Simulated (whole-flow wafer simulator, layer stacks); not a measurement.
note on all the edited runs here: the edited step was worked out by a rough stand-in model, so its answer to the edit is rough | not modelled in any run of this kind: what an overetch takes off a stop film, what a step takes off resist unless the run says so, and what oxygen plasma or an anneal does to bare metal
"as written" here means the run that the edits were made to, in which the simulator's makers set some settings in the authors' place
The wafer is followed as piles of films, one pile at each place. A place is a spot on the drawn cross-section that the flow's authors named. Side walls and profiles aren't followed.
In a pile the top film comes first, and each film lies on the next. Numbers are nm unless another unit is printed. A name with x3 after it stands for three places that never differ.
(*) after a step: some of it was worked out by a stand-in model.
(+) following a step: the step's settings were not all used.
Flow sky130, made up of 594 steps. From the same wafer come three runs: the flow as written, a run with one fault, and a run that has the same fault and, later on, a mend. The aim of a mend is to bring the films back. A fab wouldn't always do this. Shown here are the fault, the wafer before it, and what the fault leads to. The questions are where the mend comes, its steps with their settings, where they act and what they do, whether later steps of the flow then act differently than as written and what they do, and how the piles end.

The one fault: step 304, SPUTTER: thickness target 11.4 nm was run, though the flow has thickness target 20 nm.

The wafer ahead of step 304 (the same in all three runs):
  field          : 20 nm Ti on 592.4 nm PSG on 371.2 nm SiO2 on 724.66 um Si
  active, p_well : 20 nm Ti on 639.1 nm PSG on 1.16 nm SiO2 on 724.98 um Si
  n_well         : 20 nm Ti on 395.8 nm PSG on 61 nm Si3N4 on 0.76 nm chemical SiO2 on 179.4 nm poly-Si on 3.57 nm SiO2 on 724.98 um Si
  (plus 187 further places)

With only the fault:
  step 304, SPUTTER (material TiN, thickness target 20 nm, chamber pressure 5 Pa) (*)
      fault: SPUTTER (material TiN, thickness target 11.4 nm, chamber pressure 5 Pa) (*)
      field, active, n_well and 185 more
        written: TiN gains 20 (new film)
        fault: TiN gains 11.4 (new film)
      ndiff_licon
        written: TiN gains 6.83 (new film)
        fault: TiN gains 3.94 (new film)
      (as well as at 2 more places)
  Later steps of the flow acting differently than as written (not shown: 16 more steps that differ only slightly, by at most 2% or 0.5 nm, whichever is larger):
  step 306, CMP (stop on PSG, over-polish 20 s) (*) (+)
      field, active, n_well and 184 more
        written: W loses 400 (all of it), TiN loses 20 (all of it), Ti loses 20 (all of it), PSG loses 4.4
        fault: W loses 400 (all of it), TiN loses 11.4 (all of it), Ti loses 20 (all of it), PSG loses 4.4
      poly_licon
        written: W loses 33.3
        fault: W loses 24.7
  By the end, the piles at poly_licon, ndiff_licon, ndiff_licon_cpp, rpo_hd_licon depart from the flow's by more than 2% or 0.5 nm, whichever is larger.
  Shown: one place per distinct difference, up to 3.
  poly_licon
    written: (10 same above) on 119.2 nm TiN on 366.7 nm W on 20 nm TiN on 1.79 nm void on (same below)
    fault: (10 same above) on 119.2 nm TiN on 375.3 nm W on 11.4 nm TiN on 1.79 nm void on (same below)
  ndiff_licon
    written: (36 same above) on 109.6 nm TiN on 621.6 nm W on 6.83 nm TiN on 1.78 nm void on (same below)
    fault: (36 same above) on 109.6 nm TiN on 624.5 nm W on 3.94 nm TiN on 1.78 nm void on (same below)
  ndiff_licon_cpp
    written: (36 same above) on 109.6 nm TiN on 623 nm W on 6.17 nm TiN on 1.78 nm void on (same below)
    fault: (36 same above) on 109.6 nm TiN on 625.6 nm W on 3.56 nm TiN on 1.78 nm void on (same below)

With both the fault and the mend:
  After step 304 comes the mend.
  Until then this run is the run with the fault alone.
  step 304a, SPUTTER (material TiN, thickness target 8.6 nm, chamber pressure 5 Pa) (*) (a further turn of the flow's step 304, with different settings)
      field, active, n_well and 185 more
        TiN gains 8.6
      ndiff_licon
        TiN gains 2.89
      ndiff_licon_cpp
        TiN gains 2.61
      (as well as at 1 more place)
  Later steps of the flow that are run all act as written at every place that is followed, up to a difference of at most 2% or 0.5 nm, whichever is larger.
  When the end is reached, the piles differ only a little from the flow's at the places that both follow, at most by 2% or 0.5 nm, whichever is larger.
